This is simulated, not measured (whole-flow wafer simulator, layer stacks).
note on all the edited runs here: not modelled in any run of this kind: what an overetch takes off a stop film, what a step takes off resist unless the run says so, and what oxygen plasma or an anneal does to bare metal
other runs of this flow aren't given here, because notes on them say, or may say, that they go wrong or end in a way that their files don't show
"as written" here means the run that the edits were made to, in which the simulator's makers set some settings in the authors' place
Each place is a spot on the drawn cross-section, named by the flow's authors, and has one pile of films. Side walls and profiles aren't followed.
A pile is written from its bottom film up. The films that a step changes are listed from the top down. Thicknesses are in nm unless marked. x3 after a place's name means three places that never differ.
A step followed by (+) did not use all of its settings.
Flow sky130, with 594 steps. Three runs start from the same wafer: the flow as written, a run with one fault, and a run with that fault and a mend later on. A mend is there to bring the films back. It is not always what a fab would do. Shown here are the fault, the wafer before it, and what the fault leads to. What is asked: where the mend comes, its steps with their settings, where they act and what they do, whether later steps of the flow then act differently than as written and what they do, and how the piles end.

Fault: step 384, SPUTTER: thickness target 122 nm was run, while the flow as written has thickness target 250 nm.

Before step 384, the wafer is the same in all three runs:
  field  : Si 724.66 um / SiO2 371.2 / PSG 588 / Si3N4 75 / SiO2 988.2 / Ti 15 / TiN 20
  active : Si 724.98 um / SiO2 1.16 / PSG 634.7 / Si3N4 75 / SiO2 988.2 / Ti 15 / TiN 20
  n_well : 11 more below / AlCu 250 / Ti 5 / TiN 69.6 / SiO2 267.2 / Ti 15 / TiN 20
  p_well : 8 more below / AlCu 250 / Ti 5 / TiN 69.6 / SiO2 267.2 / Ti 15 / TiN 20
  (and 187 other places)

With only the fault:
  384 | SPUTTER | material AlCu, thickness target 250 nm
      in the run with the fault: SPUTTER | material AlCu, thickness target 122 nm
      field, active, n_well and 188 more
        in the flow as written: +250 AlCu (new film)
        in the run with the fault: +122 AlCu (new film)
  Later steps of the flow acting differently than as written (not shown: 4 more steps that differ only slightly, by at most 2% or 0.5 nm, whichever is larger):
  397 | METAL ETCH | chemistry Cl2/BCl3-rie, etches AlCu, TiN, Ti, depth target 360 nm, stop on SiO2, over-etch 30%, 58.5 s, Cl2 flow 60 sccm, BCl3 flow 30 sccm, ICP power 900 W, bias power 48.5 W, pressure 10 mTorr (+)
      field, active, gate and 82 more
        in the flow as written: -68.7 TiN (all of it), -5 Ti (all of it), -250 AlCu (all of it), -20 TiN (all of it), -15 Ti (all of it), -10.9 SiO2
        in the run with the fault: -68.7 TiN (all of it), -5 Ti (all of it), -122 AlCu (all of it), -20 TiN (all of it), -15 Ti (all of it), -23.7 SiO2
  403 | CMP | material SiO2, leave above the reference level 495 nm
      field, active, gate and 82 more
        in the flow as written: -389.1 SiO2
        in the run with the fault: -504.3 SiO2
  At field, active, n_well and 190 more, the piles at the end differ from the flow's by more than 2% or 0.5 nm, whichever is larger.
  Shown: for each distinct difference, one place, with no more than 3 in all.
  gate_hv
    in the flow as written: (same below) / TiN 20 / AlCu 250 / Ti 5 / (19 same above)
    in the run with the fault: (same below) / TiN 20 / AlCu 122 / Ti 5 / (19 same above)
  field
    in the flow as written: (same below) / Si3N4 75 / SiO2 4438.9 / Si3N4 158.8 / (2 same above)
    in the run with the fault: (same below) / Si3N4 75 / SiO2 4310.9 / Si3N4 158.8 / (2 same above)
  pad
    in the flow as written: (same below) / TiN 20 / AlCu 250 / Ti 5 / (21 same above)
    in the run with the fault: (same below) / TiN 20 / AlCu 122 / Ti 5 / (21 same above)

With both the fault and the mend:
  The mend stands after step 384.
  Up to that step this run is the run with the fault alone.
  384a | SPUTTER | material AlCu, thickness target 128 nm (a further turn of the flow's step 384, with different settings)
      field, active, n_well and 188 more
        +128 AlCu
  Later steps of the flow that are run all act as written at every place that is followed.
  By the end, the piles equal the flow's at every place that both follow.
